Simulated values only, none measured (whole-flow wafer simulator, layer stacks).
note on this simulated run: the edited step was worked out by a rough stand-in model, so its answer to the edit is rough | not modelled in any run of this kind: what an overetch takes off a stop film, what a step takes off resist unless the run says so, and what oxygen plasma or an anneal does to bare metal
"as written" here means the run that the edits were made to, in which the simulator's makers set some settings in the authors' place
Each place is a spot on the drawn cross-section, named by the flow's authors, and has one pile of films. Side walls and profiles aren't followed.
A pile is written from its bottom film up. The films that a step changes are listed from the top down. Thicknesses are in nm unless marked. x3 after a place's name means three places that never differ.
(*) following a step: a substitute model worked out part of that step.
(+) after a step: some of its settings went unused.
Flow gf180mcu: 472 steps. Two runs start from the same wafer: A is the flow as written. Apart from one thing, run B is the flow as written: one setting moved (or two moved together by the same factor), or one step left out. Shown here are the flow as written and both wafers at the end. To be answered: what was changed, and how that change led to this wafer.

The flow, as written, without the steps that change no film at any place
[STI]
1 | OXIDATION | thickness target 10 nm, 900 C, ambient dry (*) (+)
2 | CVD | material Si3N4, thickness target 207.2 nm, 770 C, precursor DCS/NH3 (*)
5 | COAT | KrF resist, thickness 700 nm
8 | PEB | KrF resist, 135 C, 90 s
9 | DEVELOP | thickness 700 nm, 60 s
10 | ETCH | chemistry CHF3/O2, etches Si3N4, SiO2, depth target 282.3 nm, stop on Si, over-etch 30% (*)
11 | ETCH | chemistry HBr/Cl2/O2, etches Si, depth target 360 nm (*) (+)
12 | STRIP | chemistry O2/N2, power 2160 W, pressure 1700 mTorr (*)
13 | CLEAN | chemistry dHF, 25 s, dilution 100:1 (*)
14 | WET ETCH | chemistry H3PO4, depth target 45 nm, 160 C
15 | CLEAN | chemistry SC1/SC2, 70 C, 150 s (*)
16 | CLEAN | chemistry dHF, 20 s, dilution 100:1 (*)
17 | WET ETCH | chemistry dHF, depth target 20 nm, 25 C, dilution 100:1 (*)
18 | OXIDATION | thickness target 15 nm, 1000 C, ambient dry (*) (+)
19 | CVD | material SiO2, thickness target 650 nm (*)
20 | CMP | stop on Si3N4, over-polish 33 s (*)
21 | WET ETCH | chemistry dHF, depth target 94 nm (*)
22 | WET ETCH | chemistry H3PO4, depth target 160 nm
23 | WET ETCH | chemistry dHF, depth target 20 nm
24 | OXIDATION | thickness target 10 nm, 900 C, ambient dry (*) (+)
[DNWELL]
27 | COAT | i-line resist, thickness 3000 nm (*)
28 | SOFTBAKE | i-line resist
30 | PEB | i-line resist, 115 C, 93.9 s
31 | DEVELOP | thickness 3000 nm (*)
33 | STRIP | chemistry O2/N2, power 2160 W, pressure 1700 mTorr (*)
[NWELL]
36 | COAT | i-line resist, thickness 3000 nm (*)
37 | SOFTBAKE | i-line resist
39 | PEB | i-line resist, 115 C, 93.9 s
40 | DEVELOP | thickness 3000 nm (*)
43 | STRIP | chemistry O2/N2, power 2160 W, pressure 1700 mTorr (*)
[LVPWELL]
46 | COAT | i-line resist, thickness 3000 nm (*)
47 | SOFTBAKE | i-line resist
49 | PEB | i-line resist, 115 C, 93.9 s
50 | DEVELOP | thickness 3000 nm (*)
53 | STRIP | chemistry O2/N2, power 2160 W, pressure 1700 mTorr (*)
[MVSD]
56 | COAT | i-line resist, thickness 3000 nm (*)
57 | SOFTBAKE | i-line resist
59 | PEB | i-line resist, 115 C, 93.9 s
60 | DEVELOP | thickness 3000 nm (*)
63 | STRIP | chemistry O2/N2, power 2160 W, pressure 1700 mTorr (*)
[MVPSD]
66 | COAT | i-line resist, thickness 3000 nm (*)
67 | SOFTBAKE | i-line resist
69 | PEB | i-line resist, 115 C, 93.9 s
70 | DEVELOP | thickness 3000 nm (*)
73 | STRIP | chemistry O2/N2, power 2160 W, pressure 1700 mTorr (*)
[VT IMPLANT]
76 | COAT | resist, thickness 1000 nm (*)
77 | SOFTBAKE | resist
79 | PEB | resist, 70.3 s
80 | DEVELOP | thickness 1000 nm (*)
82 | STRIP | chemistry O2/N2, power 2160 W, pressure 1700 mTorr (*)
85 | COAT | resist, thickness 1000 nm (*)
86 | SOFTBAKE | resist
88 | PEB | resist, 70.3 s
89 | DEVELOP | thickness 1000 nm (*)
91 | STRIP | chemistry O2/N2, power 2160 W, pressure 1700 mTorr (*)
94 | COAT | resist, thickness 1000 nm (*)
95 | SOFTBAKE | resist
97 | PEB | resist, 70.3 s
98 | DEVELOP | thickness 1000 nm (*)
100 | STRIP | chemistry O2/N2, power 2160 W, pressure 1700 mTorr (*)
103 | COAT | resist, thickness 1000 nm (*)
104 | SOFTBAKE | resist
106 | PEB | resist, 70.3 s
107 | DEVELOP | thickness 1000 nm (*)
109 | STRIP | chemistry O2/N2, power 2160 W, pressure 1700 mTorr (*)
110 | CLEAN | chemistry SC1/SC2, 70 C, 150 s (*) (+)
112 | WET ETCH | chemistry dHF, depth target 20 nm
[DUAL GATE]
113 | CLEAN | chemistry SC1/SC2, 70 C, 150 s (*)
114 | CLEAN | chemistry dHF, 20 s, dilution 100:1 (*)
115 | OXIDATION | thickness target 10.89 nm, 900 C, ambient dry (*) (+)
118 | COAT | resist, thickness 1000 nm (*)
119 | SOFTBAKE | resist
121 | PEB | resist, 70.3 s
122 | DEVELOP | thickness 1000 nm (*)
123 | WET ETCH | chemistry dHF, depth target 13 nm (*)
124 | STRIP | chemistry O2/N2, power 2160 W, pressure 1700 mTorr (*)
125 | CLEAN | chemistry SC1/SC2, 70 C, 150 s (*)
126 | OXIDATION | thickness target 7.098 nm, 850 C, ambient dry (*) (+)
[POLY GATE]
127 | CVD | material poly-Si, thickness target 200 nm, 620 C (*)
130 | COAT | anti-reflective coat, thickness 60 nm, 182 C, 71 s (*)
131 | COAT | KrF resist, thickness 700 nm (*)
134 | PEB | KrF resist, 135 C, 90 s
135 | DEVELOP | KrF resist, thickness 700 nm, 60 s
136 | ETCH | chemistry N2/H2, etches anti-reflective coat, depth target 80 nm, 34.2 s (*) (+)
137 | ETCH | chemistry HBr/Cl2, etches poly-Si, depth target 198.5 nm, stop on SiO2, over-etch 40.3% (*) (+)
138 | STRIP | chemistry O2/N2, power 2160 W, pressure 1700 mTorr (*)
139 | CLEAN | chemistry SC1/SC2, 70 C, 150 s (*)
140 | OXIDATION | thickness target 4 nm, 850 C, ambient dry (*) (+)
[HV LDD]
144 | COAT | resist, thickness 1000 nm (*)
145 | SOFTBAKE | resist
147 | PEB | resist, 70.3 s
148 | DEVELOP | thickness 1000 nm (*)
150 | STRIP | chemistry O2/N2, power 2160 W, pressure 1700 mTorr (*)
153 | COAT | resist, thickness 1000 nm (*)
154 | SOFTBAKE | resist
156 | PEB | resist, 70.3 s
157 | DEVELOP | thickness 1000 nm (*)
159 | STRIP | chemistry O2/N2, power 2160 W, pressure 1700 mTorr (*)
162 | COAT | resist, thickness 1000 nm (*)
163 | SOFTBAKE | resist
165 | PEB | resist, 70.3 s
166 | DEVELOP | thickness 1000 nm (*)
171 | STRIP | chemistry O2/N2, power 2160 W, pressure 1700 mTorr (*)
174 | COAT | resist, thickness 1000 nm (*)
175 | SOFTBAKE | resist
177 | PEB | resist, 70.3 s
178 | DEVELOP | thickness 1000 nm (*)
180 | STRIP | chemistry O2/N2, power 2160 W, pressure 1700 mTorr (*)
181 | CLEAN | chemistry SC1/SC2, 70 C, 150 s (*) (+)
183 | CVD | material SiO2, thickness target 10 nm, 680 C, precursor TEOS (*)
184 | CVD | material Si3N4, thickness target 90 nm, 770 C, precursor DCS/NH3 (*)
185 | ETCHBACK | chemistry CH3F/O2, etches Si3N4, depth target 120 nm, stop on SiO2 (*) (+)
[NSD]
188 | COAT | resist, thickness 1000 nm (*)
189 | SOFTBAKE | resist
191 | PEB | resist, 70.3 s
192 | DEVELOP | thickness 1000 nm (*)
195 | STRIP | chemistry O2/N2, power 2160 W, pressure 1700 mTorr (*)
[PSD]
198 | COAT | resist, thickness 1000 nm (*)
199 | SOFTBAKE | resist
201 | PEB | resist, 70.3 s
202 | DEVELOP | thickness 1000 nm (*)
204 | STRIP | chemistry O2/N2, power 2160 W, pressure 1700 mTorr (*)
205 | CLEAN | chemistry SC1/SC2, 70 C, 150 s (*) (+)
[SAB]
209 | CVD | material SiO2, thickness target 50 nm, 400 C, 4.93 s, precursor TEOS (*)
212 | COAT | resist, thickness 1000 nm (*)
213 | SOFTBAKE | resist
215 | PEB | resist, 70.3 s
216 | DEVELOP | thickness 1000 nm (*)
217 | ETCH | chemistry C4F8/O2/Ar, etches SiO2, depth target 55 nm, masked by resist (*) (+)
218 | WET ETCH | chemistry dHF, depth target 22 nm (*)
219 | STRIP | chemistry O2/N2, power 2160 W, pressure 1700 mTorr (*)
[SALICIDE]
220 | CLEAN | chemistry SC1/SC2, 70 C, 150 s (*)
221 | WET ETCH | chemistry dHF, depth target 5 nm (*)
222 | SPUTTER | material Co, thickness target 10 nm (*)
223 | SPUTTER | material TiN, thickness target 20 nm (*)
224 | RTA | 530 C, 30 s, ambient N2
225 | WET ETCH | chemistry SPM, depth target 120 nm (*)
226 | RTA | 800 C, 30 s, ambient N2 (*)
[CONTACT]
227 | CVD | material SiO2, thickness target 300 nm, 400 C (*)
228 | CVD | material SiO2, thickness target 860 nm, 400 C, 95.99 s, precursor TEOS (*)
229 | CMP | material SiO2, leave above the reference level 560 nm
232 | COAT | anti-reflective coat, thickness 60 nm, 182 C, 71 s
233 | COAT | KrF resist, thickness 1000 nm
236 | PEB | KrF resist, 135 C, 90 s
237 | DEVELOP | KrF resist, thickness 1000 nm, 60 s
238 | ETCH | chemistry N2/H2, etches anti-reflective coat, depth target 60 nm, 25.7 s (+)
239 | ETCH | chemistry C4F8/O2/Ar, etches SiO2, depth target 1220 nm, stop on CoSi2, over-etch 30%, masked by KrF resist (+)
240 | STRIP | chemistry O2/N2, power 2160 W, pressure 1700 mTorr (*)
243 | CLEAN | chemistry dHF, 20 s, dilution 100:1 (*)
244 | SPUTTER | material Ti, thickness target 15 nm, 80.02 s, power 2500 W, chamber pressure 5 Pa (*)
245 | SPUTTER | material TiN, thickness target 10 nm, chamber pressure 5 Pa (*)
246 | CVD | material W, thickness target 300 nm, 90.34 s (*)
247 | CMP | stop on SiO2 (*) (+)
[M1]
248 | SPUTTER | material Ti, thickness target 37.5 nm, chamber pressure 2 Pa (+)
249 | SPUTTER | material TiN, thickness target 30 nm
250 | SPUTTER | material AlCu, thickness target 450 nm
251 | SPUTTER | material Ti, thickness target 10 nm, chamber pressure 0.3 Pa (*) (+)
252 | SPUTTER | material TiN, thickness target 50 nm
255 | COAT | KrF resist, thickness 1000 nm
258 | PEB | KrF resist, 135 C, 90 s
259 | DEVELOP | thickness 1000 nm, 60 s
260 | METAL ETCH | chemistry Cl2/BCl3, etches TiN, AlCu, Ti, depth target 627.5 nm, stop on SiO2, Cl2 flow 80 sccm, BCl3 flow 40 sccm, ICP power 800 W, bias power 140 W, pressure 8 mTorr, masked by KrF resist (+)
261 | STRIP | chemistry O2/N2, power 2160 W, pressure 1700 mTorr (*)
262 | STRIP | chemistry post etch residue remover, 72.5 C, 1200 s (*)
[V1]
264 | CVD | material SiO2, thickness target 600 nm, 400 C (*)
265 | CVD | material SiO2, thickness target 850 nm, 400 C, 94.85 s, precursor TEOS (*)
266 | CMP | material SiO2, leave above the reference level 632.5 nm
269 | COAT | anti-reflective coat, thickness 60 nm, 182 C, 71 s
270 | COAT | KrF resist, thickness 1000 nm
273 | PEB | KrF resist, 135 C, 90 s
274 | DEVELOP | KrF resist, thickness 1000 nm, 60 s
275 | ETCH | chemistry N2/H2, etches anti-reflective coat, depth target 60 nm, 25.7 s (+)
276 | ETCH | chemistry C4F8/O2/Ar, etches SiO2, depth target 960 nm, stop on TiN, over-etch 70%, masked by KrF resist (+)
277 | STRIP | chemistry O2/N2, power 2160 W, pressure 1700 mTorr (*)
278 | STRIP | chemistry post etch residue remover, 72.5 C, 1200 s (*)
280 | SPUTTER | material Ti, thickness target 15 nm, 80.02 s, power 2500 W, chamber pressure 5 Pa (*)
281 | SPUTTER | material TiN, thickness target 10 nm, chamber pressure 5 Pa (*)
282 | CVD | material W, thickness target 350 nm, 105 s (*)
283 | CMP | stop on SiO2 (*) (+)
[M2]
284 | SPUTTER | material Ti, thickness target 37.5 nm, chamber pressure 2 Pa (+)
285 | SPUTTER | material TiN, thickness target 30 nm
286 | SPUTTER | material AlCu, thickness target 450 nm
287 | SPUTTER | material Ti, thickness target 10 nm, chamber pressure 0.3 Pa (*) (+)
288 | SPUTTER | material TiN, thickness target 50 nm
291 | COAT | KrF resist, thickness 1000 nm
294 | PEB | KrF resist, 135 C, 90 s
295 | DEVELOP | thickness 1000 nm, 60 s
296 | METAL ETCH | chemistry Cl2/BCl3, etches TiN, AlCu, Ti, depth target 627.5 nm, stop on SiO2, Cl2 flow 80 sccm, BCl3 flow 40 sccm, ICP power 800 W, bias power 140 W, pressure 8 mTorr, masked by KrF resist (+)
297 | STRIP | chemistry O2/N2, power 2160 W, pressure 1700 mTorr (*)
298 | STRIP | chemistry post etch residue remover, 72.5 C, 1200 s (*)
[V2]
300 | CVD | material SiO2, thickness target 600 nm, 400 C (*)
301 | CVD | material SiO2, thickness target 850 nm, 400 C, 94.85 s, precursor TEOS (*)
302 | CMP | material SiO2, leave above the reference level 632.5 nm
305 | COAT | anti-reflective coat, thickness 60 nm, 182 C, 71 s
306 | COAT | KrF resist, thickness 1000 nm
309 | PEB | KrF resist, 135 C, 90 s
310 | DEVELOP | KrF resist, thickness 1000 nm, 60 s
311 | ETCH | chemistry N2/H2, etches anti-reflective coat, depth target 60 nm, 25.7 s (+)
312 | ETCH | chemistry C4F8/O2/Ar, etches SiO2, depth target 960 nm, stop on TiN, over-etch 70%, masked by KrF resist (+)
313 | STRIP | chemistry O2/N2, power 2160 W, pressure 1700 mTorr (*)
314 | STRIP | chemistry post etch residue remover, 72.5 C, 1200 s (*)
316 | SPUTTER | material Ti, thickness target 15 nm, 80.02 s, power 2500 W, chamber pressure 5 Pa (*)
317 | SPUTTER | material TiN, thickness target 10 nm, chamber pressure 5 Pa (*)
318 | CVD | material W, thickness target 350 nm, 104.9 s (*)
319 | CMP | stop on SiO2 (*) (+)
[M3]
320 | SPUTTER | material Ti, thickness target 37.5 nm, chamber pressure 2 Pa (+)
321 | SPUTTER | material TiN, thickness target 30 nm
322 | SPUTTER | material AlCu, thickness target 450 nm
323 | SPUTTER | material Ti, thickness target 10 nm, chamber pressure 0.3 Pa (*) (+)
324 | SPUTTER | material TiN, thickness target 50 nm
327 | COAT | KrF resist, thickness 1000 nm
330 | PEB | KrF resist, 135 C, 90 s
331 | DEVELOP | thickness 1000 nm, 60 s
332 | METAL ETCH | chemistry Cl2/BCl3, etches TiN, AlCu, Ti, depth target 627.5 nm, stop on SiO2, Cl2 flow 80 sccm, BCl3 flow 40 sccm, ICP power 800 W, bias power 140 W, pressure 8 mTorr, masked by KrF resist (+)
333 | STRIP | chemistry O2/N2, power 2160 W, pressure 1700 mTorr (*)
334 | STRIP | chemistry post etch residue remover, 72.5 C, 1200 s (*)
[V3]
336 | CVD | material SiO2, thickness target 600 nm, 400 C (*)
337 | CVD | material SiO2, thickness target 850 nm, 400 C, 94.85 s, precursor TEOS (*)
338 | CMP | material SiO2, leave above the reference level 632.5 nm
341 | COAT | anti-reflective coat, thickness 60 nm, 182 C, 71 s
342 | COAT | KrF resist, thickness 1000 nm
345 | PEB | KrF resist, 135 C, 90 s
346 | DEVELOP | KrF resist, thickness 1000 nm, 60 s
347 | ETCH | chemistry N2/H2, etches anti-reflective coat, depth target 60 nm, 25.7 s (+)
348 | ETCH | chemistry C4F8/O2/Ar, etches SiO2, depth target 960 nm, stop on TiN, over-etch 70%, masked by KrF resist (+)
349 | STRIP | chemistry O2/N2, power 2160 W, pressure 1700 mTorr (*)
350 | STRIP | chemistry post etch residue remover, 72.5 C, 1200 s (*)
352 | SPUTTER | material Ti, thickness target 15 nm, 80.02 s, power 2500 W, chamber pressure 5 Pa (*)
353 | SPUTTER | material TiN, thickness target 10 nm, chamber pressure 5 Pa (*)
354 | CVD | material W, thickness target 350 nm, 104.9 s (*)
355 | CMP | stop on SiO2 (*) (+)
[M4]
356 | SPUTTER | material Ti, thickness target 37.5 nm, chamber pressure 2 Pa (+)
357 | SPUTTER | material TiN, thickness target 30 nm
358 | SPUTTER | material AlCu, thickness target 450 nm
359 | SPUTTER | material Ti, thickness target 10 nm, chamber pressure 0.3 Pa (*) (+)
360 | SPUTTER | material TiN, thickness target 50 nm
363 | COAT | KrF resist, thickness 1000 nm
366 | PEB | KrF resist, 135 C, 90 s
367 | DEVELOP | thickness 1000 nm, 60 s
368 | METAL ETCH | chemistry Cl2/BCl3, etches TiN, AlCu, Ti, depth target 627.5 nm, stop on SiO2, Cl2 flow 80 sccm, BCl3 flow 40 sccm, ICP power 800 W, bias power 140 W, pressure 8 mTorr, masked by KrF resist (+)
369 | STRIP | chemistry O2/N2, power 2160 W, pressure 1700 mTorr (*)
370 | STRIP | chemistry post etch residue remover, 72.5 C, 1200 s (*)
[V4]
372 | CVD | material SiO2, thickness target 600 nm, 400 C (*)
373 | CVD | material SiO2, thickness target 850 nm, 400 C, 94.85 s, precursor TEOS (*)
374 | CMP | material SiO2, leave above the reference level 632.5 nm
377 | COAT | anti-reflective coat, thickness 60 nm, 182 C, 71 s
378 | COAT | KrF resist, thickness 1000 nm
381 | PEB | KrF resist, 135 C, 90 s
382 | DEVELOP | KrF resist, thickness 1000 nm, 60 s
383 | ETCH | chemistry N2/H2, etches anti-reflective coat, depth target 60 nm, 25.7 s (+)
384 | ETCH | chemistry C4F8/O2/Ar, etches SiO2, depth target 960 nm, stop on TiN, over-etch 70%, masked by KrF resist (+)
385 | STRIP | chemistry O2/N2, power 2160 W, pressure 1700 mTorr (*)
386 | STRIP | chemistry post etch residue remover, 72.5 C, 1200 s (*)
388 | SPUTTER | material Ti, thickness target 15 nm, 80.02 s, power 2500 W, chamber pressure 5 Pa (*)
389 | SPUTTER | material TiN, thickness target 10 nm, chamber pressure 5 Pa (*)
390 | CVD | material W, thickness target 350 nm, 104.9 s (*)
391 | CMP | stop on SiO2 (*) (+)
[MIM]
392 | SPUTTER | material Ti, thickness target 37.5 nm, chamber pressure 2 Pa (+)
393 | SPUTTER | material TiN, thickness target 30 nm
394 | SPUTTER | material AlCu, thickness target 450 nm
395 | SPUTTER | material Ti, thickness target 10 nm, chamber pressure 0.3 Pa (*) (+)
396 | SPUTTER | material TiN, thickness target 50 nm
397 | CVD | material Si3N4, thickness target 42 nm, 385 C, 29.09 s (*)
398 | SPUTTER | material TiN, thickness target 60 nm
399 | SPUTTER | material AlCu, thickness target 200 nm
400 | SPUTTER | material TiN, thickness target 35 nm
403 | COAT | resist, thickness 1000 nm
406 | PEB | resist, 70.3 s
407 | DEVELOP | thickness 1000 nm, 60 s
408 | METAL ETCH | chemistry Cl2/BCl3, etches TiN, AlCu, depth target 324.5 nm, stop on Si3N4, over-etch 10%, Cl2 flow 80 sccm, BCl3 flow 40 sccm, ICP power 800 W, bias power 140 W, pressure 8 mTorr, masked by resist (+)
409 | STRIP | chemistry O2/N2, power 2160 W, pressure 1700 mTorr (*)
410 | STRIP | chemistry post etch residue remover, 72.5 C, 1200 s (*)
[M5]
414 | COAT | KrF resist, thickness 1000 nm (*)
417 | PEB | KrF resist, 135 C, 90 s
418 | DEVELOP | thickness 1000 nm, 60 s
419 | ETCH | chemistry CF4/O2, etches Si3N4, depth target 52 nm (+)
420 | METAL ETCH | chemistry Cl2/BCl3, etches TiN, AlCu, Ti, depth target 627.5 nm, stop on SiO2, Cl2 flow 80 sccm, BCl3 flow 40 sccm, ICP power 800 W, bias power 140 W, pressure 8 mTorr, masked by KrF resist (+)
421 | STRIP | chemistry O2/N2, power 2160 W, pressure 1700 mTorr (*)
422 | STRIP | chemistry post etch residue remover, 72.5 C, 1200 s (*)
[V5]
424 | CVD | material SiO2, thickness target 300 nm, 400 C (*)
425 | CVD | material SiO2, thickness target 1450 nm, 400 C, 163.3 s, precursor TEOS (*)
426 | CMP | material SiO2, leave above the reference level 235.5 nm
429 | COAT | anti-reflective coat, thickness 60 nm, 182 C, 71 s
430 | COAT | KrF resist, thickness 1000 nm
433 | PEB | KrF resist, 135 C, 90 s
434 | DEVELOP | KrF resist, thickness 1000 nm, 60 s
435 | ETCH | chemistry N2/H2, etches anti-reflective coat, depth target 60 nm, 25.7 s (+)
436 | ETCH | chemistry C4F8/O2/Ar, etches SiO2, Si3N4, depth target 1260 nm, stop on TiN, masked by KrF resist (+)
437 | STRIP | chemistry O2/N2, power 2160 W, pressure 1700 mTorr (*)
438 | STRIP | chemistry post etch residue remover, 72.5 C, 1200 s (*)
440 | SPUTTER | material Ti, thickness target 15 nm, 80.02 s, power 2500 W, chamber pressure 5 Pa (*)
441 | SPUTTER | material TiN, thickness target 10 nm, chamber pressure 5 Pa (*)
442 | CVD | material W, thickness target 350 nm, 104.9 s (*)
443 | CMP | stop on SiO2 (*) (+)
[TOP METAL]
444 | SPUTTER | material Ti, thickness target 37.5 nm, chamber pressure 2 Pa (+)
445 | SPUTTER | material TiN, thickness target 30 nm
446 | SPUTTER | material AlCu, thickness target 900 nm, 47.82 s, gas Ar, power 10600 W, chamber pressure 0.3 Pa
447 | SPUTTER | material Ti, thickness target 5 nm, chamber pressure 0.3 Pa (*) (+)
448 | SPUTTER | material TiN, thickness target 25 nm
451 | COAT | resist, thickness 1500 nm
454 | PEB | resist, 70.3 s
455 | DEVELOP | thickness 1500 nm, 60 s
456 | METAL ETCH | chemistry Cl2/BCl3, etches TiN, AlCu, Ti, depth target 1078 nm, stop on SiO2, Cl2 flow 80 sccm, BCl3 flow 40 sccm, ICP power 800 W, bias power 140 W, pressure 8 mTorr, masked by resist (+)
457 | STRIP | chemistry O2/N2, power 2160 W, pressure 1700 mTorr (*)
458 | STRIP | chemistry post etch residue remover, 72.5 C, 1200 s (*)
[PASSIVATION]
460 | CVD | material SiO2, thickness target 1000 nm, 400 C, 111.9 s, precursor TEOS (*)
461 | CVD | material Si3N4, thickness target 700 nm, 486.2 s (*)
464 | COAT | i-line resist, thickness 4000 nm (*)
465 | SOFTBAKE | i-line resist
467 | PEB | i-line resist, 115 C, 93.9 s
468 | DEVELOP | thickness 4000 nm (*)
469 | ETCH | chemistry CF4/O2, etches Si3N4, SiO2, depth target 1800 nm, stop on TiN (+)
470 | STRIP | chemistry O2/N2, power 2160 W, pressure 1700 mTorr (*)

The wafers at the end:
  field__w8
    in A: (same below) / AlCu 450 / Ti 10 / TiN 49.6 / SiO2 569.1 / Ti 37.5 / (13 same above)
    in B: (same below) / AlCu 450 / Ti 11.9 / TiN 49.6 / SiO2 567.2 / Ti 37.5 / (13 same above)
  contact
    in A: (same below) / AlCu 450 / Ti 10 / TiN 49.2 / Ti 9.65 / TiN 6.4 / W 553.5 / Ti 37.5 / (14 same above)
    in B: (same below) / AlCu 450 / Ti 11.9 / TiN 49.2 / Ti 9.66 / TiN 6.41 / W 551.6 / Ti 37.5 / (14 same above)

The reason: step 359, SPUTTER: thickness target 11.9 nm was run, though the flow has thickness target 10 nm.
The wafer lets one read it off: field__w8 has Ti 11.9, and step 359 as written asks for 10 nm.

Step by step, how the change led to this:
  359 | SPUTTER | material Ti, thickness target 10 nm, chamber pressure 0.3 Pa (*) (+)
      field, field__w1, field__w2 and 108 more: A Ti gains 10 (new film) | B Ti gains 11.9 (new film)
  368 | METAL ETCH | chemistry Cl2/BCl3, etches TiN, AlCu, Ti, depth target 627.5 nm, stop on SiO2, Cl2 flow 80 sccm, BCl3 flow 40 sccm, ICP power 800 W, bias power 140 W, pressure 8 mTorr, masked by KrF resist (+)
      field, field__w1, field__w2 and 103 more: A TiN loses 50 (all of it), Ti loses 10 (all of it), AlCu loses 450 (all of it), TiN loses 30 (all of it), Ti loses 37.5 (all of it) | B TiN loses 50 (all of it), Ti loses 11.9 (all of it), AlCu loses 450 (all of it), TiN loses 30 (all of it), Ti loses 37.5 (all of it)
